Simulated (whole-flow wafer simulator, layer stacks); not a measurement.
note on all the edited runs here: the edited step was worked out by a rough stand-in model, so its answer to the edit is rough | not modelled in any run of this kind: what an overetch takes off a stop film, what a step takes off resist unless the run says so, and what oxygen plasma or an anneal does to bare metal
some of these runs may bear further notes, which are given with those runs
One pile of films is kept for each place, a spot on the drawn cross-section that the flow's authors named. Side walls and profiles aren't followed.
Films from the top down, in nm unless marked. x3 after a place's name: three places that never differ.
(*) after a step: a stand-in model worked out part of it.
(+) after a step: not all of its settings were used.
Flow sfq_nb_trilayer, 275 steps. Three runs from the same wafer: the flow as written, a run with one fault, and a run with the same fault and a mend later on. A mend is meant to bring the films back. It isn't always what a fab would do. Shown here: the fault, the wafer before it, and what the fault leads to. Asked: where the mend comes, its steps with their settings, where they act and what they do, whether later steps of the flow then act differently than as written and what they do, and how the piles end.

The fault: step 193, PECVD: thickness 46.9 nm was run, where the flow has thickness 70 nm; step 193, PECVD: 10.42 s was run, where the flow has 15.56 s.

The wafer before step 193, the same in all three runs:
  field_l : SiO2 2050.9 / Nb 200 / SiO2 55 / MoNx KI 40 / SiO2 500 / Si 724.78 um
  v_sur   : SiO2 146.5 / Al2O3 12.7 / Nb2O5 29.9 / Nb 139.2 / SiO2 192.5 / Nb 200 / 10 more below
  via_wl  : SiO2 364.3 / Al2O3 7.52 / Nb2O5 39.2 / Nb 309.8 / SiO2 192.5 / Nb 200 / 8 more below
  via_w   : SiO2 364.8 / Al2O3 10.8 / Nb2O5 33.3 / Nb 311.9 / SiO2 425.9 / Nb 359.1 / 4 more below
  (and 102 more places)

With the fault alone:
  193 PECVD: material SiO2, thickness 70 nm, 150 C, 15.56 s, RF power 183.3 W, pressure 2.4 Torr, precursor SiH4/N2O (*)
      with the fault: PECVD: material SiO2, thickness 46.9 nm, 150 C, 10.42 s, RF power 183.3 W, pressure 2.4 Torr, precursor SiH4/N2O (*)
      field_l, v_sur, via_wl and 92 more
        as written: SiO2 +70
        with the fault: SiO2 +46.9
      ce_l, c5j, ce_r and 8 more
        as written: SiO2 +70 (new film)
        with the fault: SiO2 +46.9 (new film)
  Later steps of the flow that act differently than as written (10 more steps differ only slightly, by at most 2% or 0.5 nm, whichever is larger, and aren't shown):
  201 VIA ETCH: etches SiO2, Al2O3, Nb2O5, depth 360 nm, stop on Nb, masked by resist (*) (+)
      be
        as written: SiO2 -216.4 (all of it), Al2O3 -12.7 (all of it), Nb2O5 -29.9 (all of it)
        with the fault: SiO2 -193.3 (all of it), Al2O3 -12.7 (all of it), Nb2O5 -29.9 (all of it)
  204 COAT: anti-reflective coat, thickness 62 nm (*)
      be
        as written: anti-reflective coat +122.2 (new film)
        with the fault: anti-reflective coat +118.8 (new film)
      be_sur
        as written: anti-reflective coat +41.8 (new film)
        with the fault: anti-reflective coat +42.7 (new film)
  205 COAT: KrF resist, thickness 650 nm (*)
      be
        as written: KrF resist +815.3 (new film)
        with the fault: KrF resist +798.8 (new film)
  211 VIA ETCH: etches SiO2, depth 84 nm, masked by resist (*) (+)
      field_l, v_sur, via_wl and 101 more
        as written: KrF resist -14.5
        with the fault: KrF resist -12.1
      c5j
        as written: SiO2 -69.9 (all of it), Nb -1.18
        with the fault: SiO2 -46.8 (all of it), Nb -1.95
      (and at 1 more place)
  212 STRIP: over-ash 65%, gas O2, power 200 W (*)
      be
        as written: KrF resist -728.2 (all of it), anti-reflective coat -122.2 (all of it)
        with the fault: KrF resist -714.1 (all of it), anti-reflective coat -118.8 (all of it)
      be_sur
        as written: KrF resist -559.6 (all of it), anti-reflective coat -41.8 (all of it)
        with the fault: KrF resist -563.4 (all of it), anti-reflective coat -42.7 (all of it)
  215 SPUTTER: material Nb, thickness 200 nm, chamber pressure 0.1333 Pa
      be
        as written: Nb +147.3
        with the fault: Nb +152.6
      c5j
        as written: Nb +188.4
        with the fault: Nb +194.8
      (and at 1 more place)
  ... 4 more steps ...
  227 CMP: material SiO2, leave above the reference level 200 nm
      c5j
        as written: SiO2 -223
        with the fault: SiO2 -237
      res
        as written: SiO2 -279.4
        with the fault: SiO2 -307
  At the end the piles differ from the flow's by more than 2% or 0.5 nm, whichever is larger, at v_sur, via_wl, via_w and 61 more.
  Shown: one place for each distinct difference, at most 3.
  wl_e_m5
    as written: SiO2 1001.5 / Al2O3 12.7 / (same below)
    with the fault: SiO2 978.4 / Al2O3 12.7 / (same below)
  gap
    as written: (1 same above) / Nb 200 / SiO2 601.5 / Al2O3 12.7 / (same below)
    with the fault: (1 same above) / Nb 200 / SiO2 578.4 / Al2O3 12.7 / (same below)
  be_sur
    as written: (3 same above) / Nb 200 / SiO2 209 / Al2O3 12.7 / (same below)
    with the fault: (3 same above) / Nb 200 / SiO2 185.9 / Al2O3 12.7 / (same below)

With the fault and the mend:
  The mend comes after step 193.
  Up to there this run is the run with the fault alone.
  193a PECVD: material SiO2, thickness 23.1 nm, 150 C, 5.133 s, RF power 183.3 W, pressure 2.4 Torr, precursor SiH4/N2O (*) (the flow's step 193 once more, with other settings)
      field_l, v_sur, via_wl and 103 more
        SiO2 +23.1
  No later step of the flow acts differently than as written, at any place that is followed, by more than 2% or 0.5 nm, whichever is larger.
  At the end the piles are the same as the flow's at every place that both follow.
